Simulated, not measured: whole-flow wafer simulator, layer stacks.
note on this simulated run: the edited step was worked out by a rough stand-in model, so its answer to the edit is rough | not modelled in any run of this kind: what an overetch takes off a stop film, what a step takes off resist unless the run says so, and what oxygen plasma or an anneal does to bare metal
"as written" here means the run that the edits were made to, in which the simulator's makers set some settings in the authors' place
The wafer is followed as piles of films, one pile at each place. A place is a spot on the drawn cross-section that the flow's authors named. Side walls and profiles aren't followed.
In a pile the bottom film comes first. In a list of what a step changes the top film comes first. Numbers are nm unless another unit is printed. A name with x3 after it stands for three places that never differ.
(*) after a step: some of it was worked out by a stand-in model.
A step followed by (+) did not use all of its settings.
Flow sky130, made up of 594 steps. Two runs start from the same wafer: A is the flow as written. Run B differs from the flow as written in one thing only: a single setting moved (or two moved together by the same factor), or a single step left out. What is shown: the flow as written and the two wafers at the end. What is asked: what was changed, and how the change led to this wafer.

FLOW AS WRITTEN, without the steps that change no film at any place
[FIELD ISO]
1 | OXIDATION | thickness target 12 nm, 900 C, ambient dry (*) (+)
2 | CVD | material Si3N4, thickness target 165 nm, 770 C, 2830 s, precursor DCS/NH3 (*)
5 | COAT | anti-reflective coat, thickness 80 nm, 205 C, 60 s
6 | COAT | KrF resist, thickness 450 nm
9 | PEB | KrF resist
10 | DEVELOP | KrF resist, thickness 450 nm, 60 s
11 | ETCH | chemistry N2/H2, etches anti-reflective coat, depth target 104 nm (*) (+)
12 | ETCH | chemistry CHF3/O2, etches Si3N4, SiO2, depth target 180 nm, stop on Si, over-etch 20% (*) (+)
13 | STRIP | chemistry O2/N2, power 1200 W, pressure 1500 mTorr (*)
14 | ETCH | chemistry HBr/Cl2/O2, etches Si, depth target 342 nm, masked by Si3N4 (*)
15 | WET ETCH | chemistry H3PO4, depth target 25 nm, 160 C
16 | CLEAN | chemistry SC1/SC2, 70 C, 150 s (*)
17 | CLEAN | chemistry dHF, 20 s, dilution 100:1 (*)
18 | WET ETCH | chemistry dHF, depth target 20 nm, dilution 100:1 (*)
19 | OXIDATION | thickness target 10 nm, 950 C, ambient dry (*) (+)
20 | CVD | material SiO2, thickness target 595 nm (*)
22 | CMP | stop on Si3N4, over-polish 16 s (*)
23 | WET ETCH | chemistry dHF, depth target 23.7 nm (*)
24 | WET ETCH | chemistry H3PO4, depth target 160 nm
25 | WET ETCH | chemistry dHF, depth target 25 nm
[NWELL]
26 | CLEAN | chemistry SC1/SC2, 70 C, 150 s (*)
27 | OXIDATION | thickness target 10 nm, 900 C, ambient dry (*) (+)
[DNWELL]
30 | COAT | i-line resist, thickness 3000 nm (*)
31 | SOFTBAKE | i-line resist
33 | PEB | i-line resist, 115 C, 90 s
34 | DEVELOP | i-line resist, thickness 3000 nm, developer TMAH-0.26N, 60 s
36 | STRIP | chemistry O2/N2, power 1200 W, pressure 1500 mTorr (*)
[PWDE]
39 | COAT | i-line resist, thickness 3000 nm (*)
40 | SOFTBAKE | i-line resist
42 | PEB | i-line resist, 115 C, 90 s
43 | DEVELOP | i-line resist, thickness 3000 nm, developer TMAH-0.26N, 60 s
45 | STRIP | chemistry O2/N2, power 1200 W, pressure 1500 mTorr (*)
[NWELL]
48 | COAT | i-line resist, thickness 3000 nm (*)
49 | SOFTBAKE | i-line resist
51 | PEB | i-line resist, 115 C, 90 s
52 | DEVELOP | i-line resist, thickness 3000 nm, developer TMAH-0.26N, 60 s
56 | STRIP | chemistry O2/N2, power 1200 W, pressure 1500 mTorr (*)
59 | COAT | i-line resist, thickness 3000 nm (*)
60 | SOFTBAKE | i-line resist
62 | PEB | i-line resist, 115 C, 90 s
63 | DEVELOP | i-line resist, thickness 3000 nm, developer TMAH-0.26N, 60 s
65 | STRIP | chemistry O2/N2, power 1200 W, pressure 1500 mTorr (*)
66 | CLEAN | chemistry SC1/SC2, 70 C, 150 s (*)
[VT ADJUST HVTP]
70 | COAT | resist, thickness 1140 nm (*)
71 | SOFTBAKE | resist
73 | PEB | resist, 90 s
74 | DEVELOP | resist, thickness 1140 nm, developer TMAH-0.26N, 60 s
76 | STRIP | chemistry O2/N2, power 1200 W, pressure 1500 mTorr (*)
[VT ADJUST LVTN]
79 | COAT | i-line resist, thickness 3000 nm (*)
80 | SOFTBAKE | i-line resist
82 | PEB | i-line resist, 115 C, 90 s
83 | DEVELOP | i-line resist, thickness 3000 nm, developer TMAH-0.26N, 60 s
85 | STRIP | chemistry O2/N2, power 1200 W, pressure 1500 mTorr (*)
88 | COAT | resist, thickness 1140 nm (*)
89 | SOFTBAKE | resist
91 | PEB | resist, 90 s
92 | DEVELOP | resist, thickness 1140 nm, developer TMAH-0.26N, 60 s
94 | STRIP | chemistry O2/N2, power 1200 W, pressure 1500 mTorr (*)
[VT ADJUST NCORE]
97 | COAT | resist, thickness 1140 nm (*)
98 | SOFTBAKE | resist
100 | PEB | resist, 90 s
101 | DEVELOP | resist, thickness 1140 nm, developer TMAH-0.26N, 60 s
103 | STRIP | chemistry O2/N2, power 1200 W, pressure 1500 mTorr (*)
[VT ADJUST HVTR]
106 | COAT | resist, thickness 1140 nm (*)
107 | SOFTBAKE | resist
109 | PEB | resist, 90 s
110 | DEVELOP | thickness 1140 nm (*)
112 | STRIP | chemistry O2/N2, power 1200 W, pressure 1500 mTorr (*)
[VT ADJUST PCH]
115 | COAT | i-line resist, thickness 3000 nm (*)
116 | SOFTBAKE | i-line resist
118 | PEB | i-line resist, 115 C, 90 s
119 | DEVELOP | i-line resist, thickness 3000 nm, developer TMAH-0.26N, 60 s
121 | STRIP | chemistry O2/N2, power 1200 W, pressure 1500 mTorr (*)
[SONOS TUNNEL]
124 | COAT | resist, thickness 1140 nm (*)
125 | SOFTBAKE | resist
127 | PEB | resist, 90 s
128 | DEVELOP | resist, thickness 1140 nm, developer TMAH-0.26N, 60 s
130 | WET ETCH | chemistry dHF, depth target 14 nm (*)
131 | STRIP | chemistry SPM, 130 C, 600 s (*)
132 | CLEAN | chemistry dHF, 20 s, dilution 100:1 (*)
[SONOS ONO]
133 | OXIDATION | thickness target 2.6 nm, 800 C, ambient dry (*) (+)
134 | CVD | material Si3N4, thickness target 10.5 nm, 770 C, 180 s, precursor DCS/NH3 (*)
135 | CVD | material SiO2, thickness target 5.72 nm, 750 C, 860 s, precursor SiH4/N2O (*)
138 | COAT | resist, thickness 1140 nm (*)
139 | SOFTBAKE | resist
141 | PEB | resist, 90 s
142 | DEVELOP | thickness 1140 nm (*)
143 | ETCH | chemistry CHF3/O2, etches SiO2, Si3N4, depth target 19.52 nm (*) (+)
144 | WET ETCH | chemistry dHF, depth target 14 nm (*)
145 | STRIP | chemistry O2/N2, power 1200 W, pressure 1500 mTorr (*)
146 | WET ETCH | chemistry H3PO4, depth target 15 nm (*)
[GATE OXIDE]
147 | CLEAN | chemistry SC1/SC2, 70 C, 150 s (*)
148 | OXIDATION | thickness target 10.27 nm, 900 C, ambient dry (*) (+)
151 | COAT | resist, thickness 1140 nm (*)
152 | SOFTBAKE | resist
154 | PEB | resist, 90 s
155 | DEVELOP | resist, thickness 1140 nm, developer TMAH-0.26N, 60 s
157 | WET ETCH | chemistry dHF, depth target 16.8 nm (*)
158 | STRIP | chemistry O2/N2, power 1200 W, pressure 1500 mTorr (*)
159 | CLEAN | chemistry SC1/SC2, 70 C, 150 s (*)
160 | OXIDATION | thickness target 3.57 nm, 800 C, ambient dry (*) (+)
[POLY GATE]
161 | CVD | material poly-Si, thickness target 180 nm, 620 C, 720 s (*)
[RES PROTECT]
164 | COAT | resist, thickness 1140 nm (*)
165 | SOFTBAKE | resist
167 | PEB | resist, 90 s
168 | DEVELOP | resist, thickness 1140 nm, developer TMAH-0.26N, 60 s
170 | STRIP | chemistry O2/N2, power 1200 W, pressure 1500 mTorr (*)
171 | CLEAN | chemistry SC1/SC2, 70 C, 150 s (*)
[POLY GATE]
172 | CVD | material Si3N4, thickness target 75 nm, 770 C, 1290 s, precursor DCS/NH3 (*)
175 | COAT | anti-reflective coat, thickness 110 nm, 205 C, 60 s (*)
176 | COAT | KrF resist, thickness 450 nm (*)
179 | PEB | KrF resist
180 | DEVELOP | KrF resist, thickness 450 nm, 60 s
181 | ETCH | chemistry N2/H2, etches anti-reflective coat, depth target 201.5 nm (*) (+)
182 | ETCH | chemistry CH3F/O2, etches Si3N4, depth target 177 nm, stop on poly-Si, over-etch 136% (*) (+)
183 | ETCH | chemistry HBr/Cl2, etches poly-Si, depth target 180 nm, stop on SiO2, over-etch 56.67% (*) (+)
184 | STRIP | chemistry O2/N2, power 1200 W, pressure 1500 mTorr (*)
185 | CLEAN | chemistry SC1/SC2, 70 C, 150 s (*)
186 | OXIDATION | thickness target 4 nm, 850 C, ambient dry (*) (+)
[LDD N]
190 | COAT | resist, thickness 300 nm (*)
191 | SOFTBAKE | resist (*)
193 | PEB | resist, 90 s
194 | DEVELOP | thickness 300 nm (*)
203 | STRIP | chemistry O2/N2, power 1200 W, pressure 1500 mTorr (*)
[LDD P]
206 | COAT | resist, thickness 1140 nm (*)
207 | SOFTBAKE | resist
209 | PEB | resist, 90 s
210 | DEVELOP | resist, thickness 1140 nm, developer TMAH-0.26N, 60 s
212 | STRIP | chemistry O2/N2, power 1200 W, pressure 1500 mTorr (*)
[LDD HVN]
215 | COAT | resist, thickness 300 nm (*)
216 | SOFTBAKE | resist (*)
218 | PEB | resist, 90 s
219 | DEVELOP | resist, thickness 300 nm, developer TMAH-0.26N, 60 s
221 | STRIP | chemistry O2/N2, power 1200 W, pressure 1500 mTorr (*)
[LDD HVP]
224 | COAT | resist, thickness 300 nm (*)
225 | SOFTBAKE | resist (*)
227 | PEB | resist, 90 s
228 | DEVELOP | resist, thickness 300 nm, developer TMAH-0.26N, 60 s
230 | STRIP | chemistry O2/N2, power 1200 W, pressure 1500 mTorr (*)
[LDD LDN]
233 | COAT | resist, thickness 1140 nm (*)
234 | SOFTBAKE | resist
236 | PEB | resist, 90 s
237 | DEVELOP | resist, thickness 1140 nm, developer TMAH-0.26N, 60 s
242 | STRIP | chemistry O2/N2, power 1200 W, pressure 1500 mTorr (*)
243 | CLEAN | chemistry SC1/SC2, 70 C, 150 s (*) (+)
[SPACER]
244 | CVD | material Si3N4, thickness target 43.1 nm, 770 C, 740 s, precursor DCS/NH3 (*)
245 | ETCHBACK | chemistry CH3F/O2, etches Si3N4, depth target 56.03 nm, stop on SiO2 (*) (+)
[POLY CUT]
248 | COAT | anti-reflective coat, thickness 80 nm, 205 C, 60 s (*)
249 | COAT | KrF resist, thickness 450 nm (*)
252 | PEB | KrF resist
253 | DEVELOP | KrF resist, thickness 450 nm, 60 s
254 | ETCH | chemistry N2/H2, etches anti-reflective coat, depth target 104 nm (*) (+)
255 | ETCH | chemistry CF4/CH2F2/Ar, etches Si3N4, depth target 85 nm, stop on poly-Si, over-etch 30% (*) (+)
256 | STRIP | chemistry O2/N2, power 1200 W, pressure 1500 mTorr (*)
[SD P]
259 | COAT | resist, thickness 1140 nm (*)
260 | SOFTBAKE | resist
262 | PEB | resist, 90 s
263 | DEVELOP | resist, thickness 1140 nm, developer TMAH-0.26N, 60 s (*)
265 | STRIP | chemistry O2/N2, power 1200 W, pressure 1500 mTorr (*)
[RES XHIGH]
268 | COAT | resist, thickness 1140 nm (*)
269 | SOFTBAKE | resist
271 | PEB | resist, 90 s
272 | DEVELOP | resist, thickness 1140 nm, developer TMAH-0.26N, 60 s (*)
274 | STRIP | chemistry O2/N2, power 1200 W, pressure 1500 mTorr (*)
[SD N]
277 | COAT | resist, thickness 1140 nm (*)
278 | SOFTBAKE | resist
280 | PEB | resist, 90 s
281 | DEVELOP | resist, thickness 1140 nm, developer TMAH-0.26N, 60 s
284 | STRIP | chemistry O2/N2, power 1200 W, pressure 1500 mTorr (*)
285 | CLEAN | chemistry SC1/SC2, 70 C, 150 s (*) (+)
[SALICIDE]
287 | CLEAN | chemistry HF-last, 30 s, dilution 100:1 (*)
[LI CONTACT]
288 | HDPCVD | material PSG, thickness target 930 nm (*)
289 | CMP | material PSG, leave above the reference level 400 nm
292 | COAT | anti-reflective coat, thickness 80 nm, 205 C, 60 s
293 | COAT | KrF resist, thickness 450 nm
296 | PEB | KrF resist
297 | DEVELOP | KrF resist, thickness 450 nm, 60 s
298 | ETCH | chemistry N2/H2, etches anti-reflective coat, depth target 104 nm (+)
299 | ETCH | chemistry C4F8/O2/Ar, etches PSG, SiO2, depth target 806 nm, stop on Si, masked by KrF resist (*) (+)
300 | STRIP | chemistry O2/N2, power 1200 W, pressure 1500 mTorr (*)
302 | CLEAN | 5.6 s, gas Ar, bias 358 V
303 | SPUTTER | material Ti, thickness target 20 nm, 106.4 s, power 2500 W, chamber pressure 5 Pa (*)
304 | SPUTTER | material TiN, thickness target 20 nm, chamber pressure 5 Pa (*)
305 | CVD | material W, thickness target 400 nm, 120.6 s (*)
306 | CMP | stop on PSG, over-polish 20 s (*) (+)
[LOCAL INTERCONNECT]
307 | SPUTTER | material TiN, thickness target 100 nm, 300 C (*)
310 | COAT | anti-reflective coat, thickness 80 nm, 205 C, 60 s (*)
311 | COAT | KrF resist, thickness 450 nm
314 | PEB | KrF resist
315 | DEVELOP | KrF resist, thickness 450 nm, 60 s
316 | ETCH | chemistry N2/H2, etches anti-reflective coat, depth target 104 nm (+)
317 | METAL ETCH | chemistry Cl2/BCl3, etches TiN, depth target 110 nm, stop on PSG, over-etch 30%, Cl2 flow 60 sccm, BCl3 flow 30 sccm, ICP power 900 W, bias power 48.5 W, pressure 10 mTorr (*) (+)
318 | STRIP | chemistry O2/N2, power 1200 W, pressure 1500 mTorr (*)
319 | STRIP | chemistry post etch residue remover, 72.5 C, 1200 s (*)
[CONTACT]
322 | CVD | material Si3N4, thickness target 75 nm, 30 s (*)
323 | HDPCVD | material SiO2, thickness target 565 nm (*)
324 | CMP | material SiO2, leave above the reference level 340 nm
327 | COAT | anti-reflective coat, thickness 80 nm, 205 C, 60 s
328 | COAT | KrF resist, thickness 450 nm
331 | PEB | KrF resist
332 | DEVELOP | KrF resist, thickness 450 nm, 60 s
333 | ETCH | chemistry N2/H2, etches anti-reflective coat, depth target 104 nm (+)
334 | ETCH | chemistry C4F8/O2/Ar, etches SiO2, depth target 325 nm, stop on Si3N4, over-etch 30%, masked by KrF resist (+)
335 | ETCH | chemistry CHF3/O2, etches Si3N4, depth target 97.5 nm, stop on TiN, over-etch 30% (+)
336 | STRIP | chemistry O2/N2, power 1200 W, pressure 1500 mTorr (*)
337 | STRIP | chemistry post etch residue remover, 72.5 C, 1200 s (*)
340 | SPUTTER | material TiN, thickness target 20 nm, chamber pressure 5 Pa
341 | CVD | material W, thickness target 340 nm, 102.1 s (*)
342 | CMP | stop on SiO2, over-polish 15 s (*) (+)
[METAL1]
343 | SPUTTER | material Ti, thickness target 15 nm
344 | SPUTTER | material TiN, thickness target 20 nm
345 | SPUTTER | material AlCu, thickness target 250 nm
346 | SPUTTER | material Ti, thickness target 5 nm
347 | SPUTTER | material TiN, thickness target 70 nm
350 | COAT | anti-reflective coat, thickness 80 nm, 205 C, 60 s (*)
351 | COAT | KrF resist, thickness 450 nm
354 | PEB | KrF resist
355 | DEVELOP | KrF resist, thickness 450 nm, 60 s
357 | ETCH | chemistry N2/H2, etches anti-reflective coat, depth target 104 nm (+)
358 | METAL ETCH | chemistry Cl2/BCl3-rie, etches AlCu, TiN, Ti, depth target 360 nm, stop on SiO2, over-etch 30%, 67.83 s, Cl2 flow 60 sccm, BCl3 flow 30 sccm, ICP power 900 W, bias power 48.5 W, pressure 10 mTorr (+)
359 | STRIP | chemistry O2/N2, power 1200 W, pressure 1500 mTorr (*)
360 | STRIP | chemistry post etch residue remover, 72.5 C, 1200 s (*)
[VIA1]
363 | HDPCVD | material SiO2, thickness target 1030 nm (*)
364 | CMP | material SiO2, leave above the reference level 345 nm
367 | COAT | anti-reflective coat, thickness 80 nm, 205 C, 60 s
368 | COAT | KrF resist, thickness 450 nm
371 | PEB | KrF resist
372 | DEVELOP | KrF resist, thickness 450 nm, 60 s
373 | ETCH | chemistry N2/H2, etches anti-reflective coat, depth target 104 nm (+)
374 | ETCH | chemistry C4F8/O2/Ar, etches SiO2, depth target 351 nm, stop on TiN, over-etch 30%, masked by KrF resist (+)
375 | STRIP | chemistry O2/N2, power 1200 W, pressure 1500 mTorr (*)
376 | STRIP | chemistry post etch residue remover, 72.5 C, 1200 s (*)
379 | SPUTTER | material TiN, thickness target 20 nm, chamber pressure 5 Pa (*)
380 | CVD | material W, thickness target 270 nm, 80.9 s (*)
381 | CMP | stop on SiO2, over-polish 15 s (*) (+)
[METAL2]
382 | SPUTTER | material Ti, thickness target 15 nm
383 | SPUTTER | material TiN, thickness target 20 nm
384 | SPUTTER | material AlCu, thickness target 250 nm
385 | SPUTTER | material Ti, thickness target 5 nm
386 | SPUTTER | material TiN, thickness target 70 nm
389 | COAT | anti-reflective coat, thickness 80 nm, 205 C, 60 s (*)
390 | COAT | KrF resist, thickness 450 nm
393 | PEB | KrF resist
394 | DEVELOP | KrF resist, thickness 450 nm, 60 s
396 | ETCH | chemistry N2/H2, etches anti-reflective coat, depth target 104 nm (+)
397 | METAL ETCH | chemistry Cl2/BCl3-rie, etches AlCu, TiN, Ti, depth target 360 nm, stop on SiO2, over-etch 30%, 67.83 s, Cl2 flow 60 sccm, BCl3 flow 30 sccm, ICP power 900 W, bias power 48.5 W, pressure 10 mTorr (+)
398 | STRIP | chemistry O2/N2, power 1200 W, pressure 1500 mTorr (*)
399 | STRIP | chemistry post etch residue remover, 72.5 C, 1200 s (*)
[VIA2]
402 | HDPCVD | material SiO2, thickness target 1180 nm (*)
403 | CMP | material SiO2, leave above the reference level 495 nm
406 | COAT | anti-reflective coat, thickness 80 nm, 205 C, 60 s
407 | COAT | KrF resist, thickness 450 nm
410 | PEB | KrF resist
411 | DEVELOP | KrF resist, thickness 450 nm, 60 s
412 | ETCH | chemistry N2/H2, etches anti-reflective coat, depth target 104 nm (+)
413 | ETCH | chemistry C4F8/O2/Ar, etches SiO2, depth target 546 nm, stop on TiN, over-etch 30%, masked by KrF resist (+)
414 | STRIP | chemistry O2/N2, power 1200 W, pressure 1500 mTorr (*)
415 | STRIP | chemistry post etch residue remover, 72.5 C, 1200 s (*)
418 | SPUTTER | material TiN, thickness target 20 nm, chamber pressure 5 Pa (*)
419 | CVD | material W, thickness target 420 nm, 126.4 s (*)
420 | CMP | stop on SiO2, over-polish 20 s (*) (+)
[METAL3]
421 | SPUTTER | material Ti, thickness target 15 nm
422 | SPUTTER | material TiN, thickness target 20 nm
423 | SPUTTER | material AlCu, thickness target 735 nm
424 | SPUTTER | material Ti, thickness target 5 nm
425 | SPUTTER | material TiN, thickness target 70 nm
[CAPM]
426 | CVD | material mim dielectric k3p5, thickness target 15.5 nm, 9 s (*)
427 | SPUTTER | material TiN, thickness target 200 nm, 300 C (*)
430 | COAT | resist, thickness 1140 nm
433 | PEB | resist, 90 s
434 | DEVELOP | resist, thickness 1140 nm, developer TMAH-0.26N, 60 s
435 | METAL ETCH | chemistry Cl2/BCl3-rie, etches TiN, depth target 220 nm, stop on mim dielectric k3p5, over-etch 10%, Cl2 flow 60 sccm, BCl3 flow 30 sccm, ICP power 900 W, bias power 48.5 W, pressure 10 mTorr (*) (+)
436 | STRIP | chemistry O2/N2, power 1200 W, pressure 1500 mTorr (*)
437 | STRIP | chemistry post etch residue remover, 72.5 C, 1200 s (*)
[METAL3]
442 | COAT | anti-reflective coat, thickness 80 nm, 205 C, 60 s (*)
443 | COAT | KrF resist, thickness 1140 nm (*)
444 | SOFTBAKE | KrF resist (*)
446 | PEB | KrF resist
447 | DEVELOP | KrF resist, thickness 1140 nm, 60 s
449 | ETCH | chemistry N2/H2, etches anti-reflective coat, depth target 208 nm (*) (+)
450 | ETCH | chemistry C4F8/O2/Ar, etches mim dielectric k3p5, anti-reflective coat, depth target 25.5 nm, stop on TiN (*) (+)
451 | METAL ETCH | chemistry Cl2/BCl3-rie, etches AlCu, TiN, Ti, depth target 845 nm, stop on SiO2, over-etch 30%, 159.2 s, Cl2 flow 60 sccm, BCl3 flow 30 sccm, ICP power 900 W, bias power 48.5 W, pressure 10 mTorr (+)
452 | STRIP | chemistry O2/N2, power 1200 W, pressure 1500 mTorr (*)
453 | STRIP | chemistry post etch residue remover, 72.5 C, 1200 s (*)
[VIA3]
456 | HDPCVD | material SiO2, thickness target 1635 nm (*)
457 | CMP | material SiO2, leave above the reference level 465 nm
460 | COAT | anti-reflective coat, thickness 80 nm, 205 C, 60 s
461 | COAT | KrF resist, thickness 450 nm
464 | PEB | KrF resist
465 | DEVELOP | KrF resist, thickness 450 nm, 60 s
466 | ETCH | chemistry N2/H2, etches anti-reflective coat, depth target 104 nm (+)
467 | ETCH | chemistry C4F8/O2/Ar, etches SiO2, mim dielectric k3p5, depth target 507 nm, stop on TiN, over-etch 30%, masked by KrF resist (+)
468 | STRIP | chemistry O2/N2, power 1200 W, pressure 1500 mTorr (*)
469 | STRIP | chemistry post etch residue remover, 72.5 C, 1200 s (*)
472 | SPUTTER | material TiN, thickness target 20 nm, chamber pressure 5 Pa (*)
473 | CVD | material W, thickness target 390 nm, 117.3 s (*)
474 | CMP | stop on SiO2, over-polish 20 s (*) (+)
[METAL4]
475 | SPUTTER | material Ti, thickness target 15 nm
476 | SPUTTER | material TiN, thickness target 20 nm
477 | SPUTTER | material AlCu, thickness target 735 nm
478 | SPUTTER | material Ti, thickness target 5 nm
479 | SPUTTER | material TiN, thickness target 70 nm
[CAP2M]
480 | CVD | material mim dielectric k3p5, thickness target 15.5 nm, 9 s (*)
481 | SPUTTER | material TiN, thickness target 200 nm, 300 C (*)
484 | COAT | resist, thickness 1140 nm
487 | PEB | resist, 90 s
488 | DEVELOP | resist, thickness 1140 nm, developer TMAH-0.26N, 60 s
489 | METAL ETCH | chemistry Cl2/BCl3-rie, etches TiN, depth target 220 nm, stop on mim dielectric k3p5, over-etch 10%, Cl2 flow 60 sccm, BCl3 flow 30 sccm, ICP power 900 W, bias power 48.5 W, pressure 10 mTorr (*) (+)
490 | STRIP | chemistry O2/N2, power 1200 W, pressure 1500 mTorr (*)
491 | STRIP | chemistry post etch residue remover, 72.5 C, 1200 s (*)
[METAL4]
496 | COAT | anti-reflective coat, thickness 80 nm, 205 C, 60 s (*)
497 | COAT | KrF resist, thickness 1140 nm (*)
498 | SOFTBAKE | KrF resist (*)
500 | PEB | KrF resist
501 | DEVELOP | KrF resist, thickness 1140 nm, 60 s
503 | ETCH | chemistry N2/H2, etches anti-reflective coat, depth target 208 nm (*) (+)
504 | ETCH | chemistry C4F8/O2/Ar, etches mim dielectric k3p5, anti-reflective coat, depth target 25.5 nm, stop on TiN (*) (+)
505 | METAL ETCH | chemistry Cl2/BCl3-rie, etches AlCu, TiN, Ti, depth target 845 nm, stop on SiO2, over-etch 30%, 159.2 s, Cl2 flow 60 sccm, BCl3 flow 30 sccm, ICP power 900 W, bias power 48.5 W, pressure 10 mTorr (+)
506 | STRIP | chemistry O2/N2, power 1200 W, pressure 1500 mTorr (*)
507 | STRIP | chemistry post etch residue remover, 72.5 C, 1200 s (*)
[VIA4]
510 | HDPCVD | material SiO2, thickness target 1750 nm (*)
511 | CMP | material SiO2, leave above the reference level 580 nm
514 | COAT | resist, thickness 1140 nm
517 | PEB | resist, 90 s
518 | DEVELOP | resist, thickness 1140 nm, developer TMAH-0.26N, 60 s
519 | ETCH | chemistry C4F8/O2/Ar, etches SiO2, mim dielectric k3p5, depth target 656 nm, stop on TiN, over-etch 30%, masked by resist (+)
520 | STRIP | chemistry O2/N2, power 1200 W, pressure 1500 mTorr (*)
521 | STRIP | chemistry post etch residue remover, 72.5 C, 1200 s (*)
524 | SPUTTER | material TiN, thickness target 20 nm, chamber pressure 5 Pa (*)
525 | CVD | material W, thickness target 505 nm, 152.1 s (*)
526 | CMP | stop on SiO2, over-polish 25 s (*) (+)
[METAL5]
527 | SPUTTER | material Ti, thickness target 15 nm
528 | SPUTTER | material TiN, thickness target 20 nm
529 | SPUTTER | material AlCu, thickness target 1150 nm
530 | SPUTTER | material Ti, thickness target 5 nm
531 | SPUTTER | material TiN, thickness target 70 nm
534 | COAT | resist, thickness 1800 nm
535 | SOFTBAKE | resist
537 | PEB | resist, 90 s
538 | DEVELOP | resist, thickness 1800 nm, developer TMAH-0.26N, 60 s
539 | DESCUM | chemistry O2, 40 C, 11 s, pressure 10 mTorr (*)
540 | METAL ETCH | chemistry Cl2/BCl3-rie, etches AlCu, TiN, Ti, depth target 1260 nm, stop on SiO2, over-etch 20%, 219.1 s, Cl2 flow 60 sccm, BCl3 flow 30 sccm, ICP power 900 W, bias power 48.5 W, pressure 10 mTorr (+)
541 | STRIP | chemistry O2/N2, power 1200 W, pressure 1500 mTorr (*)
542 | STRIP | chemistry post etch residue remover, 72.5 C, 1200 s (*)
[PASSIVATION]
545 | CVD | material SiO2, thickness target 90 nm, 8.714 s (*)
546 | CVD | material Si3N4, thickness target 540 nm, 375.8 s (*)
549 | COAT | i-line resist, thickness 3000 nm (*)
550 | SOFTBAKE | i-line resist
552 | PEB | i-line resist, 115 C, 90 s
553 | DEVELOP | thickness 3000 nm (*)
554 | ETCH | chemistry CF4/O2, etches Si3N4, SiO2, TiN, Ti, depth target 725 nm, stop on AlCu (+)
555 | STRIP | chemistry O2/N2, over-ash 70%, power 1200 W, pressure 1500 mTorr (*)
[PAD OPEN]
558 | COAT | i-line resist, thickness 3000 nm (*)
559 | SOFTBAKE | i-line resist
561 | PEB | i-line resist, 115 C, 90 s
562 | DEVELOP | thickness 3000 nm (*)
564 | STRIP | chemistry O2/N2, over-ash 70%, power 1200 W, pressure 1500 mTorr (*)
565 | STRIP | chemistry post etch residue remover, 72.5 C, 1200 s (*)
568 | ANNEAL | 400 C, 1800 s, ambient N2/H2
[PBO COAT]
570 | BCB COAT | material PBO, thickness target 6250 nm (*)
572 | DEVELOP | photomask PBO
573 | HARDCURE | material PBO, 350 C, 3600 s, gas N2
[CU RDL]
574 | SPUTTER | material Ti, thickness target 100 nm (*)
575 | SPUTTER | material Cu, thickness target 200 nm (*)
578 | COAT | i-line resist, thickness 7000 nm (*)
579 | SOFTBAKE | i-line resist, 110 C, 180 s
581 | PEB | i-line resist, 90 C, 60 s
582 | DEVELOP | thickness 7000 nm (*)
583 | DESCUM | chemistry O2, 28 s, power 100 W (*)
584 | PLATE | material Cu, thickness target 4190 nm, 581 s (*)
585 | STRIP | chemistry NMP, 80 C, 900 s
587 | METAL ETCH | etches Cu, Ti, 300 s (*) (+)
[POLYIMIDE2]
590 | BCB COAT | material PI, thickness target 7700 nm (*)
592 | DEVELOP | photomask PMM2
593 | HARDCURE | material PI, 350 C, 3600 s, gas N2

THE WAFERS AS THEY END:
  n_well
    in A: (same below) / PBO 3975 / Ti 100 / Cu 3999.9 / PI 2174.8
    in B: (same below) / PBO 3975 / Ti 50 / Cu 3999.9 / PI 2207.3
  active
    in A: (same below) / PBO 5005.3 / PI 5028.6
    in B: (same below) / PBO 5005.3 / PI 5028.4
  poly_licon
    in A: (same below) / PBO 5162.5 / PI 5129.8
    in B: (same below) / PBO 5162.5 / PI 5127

What caused this: step 574, SPUTTER: thickness target 50 nm was run, whereas the flow has thickness target 100 nm.
The wafer lets one read it off: n_well has Ti 50, and step 574 as written asks for 100 nm.

Step by step, how the change led to this:
  574 | SPUTTER | material Ti, thickness target 100 nm (*)
      field, active, n_well and 190 more: A +100 Ti (new film) | B +50 Ti (new film)
  587 | METAL ETCH | etches Cu, Ti, 300 s (*) (+)
      field, active, gate and 167 more: A -200 Cu (all of it), -100 Ti (all of it) | B -200 Cu (all of it), -50 Ti (all of it)
  590 | BCB COAT | material PI, thickness target 7700 nm (*)
      de16_gate_nw: A +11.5 um PI (new film) | B +11.46 um PI (new film)
